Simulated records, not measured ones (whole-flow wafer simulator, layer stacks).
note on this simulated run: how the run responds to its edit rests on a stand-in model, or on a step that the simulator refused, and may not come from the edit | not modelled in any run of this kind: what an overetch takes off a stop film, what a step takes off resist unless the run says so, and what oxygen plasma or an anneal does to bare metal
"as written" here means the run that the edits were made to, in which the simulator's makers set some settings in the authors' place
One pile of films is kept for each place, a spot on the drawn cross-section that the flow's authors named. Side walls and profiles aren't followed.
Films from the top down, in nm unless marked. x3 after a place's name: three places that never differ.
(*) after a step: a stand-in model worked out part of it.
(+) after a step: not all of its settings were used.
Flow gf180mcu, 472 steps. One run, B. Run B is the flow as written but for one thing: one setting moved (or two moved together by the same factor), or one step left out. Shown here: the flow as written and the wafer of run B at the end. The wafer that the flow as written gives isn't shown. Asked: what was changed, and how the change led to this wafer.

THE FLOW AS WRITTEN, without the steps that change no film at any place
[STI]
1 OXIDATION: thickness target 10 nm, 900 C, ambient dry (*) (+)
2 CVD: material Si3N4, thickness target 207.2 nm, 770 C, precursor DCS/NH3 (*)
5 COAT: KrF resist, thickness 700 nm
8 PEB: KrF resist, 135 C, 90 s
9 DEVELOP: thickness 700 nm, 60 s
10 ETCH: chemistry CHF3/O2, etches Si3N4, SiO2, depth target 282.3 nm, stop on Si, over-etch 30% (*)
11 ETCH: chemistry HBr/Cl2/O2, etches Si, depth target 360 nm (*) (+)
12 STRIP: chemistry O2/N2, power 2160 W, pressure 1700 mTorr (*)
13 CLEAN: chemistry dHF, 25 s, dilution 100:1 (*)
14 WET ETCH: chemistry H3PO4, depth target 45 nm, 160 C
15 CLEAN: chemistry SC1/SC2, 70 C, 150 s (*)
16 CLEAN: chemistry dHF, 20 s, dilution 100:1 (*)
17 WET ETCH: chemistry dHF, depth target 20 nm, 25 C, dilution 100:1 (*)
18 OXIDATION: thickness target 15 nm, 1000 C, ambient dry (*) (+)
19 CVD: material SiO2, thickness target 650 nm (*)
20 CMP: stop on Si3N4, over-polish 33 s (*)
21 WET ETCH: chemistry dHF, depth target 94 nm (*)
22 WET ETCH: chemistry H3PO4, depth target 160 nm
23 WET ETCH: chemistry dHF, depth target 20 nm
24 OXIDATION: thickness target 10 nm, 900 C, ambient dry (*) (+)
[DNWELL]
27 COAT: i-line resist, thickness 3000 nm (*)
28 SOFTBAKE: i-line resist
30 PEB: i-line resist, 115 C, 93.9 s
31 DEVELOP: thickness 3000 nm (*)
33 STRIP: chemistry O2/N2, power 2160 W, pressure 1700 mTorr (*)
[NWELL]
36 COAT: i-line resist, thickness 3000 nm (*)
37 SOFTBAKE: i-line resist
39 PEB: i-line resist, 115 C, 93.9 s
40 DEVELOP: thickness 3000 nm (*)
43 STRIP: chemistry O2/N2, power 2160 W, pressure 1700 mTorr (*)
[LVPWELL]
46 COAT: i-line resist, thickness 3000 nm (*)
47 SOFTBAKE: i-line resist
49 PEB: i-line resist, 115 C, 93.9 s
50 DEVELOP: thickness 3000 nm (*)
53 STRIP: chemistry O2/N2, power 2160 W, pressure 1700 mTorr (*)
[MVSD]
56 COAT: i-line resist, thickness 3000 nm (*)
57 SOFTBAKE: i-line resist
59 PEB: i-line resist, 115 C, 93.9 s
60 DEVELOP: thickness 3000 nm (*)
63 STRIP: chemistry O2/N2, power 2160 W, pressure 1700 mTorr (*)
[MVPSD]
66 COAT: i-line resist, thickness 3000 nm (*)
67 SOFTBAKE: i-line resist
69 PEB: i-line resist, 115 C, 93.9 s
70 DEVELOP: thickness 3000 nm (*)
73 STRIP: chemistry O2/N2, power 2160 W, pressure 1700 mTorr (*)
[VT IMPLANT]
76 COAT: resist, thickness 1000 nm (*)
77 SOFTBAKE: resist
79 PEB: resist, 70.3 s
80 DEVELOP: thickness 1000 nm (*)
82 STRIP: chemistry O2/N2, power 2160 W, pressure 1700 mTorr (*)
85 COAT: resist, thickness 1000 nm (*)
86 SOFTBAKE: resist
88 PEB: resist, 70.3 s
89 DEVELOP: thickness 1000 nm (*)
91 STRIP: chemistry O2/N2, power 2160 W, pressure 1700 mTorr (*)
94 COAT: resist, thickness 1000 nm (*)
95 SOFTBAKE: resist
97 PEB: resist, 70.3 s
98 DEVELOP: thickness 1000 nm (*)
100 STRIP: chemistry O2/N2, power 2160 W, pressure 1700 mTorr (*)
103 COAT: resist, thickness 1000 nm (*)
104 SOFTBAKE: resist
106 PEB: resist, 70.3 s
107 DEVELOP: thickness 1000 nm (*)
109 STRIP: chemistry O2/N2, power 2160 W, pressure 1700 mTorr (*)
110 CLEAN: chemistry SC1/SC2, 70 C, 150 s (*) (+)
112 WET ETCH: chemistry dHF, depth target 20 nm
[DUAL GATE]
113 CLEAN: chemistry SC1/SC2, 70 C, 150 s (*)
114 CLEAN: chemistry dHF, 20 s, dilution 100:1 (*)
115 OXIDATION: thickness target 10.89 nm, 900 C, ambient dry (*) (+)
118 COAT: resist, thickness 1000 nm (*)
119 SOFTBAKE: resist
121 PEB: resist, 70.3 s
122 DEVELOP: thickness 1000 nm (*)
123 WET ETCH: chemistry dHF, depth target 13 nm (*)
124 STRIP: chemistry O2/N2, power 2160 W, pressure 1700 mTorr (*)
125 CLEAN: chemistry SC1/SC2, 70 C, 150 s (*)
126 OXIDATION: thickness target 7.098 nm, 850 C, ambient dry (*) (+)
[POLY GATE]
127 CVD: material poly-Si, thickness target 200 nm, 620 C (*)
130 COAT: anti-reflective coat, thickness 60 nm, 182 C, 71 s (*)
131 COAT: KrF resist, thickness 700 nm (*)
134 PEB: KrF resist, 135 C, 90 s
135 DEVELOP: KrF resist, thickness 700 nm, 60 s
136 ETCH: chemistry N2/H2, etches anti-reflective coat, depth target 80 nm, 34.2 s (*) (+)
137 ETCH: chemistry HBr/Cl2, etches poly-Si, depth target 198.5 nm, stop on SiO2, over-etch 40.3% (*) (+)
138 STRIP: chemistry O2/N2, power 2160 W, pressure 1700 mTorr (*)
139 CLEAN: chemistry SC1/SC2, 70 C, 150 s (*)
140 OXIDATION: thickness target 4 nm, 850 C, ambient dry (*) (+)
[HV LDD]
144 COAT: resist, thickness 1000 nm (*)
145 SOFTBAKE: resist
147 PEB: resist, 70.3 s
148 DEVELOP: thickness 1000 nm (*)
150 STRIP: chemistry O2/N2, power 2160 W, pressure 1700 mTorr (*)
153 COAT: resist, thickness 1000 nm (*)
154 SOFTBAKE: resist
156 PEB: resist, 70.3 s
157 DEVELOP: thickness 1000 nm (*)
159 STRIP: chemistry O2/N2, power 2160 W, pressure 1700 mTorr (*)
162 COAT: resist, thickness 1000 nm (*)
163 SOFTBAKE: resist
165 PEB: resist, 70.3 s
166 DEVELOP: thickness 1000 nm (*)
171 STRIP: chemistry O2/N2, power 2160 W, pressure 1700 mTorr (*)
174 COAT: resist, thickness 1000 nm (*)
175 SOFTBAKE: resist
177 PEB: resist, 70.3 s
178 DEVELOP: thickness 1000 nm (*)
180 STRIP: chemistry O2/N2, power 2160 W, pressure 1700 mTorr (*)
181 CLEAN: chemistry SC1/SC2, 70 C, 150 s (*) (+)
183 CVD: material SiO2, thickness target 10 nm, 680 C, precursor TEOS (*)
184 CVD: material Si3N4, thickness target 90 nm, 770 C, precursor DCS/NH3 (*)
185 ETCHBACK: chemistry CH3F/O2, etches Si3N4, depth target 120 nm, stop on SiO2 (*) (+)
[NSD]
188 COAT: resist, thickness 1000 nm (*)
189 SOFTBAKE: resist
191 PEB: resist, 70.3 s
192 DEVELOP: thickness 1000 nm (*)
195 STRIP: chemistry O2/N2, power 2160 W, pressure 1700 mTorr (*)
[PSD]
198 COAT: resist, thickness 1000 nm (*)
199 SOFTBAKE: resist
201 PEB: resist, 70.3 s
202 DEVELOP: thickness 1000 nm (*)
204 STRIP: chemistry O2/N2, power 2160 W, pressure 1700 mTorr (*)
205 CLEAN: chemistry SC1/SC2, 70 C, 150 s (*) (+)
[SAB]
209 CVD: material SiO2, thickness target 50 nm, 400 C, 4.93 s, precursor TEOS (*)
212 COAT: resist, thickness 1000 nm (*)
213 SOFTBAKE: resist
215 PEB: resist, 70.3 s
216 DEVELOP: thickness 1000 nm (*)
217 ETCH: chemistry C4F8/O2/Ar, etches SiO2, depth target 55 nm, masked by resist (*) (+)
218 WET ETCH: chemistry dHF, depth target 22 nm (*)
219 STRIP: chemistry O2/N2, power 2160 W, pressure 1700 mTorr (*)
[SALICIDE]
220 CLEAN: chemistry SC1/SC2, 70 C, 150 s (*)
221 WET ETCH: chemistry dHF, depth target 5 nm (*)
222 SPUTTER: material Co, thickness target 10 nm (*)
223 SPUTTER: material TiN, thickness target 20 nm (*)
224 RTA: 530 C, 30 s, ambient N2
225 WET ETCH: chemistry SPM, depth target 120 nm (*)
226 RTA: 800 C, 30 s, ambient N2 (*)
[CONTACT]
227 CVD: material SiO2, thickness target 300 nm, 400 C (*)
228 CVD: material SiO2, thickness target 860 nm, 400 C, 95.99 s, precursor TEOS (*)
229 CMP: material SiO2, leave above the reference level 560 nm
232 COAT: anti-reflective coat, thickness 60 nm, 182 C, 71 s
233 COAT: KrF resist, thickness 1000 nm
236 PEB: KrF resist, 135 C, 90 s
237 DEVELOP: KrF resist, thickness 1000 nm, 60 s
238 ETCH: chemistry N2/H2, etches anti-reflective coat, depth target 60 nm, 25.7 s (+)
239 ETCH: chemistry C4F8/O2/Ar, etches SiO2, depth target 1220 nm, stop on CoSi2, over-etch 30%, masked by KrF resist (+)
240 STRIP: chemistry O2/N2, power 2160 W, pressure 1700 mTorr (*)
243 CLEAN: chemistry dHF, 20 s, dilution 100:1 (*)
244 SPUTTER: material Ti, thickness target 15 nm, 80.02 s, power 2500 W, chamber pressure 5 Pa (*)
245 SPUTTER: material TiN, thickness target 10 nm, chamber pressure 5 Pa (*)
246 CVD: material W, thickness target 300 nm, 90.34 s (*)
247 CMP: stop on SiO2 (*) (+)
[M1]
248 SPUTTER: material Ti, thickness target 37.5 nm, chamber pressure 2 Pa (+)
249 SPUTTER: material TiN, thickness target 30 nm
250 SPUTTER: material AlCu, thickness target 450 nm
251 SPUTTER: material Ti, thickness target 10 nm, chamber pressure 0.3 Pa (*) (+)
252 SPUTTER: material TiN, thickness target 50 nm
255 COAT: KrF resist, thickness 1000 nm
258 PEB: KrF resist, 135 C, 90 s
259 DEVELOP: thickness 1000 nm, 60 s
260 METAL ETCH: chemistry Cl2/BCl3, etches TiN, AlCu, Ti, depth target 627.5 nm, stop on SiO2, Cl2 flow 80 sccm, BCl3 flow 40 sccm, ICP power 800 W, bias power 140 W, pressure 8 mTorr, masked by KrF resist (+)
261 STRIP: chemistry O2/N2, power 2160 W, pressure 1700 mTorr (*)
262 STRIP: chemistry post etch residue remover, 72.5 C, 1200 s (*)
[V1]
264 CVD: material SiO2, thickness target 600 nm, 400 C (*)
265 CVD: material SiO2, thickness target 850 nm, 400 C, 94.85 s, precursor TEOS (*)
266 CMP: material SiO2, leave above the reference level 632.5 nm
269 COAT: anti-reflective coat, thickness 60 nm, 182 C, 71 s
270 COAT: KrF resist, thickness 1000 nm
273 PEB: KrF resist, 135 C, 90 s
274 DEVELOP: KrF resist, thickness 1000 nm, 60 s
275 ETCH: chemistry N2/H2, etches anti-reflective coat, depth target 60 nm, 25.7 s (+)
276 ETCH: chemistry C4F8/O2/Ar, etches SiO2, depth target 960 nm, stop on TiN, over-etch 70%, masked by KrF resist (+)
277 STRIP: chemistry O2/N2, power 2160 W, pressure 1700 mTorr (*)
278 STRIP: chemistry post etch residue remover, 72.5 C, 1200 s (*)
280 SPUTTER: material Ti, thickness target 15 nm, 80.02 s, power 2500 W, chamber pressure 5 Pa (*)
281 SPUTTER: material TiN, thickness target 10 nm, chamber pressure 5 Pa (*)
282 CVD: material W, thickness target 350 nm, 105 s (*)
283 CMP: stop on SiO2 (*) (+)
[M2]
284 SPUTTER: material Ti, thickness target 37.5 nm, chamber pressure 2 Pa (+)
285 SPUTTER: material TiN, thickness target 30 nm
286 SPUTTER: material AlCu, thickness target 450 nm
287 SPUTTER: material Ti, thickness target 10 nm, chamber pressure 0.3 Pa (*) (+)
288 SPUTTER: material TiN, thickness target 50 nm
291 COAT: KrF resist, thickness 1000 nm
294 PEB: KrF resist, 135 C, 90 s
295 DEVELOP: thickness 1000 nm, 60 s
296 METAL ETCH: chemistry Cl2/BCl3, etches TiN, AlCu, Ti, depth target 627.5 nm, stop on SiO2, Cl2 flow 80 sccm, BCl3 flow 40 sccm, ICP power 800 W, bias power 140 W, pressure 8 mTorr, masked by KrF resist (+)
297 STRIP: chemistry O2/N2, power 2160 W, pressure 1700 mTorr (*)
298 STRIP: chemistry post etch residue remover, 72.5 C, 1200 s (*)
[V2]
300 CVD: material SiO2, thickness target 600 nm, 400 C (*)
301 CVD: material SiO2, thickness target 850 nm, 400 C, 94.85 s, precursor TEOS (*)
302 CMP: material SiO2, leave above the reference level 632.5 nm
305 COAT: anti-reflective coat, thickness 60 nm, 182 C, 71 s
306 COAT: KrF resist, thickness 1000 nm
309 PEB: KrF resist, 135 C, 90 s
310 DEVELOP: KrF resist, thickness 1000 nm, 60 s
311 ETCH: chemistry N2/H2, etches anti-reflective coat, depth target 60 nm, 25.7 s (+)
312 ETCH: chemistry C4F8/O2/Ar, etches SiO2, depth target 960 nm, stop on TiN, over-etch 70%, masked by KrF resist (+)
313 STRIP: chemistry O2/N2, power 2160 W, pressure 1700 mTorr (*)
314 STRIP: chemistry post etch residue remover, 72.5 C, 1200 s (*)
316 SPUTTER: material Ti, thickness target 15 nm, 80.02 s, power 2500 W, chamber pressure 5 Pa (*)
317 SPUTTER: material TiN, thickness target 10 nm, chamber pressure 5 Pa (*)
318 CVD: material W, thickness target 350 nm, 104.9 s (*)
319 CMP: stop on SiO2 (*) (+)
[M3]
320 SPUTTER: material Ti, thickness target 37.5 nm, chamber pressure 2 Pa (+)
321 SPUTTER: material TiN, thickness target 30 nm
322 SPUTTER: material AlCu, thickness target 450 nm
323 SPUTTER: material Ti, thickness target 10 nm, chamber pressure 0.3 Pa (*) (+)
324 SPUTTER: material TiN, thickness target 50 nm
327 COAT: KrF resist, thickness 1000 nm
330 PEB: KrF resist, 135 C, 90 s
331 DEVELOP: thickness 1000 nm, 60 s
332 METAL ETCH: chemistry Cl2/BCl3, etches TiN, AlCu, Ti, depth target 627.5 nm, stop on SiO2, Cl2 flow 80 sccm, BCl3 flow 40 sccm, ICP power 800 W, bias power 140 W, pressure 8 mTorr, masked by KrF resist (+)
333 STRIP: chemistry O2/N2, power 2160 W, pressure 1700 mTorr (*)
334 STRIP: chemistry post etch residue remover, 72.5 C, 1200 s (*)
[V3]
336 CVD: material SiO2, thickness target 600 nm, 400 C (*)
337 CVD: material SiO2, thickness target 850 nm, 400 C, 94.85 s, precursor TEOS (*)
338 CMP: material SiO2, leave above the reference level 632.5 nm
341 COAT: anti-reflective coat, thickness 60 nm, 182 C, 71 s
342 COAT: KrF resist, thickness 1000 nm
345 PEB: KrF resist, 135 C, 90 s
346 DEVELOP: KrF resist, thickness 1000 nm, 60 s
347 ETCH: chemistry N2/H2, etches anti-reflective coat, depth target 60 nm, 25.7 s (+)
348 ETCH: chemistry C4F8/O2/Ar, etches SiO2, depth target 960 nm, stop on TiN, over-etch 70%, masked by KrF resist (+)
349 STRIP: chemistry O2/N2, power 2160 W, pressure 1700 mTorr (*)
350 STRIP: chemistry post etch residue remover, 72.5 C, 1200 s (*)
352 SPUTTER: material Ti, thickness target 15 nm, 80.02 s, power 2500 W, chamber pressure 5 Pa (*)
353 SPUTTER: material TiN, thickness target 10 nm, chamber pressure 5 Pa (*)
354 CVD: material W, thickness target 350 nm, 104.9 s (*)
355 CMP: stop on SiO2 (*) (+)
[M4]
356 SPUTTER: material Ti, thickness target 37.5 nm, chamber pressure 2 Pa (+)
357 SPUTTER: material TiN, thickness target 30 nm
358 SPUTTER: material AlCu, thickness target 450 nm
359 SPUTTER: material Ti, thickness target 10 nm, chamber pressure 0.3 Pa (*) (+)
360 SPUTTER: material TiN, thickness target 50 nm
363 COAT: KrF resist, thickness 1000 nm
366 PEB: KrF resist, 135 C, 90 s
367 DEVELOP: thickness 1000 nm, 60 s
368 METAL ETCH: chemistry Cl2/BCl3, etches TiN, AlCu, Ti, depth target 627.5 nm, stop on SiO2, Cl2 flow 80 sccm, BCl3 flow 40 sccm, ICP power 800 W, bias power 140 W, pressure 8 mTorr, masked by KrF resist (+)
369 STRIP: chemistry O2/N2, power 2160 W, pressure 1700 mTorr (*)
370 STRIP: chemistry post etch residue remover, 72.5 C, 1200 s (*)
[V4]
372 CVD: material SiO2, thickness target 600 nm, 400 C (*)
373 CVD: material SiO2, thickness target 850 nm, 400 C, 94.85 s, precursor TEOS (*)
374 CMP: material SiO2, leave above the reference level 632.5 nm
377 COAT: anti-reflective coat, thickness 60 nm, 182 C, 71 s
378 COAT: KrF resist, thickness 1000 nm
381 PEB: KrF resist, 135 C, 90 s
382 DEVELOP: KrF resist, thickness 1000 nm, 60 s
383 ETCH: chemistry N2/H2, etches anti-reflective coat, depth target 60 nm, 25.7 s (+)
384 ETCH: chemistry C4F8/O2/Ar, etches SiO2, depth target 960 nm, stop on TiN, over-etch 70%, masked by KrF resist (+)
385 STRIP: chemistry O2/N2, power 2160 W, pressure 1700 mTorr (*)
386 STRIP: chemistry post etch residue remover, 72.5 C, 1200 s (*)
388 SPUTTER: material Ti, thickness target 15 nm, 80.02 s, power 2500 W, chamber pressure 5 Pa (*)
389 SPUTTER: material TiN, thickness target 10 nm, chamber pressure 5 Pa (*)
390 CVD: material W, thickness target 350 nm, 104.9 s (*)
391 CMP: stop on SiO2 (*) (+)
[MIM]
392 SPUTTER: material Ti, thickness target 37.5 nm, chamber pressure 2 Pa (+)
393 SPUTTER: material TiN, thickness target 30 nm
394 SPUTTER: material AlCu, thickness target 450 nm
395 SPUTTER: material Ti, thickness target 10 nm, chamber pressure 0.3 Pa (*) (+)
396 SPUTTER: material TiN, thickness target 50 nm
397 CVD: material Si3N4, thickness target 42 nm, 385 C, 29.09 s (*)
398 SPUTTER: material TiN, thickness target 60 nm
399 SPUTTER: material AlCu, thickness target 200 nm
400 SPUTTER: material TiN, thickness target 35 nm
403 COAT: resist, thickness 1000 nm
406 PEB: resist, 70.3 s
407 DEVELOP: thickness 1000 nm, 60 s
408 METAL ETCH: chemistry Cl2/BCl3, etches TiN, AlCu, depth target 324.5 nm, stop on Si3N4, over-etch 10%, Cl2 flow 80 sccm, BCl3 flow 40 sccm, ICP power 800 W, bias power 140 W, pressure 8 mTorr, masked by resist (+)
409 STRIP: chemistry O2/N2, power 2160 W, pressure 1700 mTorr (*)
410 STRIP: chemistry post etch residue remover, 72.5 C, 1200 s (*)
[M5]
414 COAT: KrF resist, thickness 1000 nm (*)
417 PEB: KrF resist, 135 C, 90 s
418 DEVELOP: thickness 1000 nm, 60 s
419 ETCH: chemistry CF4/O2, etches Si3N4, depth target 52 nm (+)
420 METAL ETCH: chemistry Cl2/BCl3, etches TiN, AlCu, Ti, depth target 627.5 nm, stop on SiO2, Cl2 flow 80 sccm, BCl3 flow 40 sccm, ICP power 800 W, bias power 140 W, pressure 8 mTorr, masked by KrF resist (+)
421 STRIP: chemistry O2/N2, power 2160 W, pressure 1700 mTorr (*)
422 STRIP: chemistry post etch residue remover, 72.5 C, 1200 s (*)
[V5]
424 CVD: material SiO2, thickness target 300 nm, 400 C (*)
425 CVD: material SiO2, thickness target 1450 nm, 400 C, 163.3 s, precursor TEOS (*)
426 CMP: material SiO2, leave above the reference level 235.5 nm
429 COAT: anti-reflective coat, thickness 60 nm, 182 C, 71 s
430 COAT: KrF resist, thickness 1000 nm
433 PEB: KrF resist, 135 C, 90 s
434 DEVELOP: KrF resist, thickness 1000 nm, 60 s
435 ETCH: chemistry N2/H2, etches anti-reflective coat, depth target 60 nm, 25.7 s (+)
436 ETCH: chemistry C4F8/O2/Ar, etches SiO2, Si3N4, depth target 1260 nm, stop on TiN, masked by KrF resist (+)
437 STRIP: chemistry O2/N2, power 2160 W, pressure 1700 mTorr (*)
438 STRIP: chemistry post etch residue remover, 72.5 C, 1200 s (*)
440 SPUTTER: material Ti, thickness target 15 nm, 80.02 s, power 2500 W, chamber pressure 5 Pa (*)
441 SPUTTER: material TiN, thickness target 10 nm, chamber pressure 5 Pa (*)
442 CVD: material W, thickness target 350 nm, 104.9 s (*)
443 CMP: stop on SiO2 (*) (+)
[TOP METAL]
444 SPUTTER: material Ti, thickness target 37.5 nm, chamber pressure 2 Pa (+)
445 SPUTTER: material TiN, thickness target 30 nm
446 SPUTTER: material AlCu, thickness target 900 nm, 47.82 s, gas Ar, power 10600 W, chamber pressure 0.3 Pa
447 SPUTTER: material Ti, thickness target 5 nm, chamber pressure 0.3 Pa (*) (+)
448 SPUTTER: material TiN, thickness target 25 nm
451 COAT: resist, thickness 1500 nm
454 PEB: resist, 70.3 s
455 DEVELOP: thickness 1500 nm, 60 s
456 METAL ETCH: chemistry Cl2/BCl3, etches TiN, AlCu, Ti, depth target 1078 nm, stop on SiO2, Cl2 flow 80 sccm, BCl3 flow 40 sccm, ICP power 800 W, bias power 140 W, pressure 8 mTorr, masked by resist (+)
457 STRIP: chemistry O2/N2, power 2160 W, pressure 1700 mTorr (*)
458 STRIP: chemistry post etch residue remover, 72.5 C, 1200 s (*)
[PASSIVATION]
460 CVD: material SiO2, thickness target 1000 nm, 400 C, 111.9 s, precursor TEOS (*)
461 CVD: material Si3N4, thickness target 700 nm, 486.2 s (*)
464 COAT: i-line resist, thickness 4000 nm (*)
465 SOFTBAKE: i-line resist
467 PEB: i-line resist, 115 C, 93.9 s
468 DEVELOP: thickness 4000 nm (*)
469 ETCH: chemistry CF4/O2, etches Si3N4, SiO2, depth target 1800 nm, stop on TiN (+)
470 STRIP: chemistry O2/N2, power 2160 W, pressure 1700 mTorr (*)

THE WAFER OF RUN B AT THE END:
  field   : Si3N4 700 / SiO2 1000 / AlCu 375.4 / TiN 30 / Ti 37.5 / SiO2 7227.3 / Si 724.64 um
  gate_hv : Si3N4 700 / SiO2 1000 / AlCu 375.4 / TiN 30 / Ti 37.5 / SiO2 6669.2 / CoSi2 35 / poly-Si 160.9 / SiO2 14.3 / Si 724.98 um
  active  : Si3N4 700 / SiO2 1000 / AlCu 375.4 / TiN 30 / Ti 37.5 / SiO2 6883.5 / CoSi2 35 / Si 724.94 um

The cause: step 446, SPUTTER: 75.32 s was run, where the flow has 47.82 s.

How the change led to this, step by step:
  446 SPUTTER: material AlCu, thickness target 900 nm, 47.82 s, gas Ar, power 10600 W, chamber pressure 0.3 Pa
      field, field__w1, field__w2 and 109 more: AlCu +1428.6 (new film) (as written it would be: AlCu +900 (new film))
  456 METAL ETCH: chemistry Cl2/BCl3, etches TiN, AlCu, Ti, depth target 1078 nm, stop on SiO2, Cl2 flow 80 sccm, BCl3 flow 40 sccm, ICP power 800 W, bias power 140 W, pressure 8 mTorr, masked by resist (+)
      field, field__w1, field__w2 and 103 more: TiN -25 (all of it), Ti -5 (all of it), AlCu -1047.5 (as written it would be: TiN -25 (all of it), Ti -5 (all of it), AlCu -900 (all of it), TiN -30 (all of it), Ti -37.5 (all of it))
  458 STRIP: chemistry post etch residue remover, 72.5 C, 1200 s (*)
      field, field__w1, field__w2 and 103 more: AlCu -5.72 (as written it would be: nothing)
  460 CVD: material SiO2, thickness target 1000 nm, 400 C, 111.9 s, precursor TEOS (*)
      field, field__w1, field__w2 and 103 more: SiO2 +1000 (new film) (as written it would be: SiO2 +1000)
  464 COAT: i-line resist, thickness 4000 nm (*)
      field__w8: i-line resist +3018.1 (new film) (as written it would be: i-line resist +3093.1 (new film))
      contact: i-line resist +3059.2 (new film) (as written it would be: i-line resist +3153.6 (new film))
      (and at 4 more places)
  465 SOFTBAKE: i-line resist
      ld_acc_p, ld_fp_p, ld_drift_p: i-line resist +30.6 (as written it would be: i-line resist +33.8)
      field__w1: i-line resist -16 (as written it would be: i-line resist -14.6)
      (and at 56 more places)
  467 PEB: i-line resist, 115 C, 93.9 s
      field__w8, m1__w1: i-line resist -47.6 (as written it would be: i-line resist -49.2)
      contact, m1: i-line resist -47.9 (as written it would be: i-line resist -49.6)
      (and at 2 more places)
  468 DEVELOP: thickness 4000 nm (*)
      pad: i-line resist -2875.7 (all of it) (as written it would be: i-line resist -2960.4 (all of it))
  470 STRIP: chemistry O2/N2, power 2160 W, pressure 1700 mTorr (*)
      field__w8: i-line resist -1694 (all of it) (as written it would be: i-line resist -1775.9 (all of it))
      contact: i-line resist -1709.2 (all of it) (as written it would be: i-line resist -1798.3 (all of it))
      (and at 3 more places)
Counting metal films that touch as one body, field has 1 body; the flow as written gives 0 bodies.
Counting metal films that touch as one body, gate_hv has 2 bodies (between them, from the top down: SiO2 6669.2); the flow as written gives 1 body.
Counting metal films that touch as one body, active has 2 bodies (between them, from the top down: SiO2 6883.5); the flow as written gives 1 body.
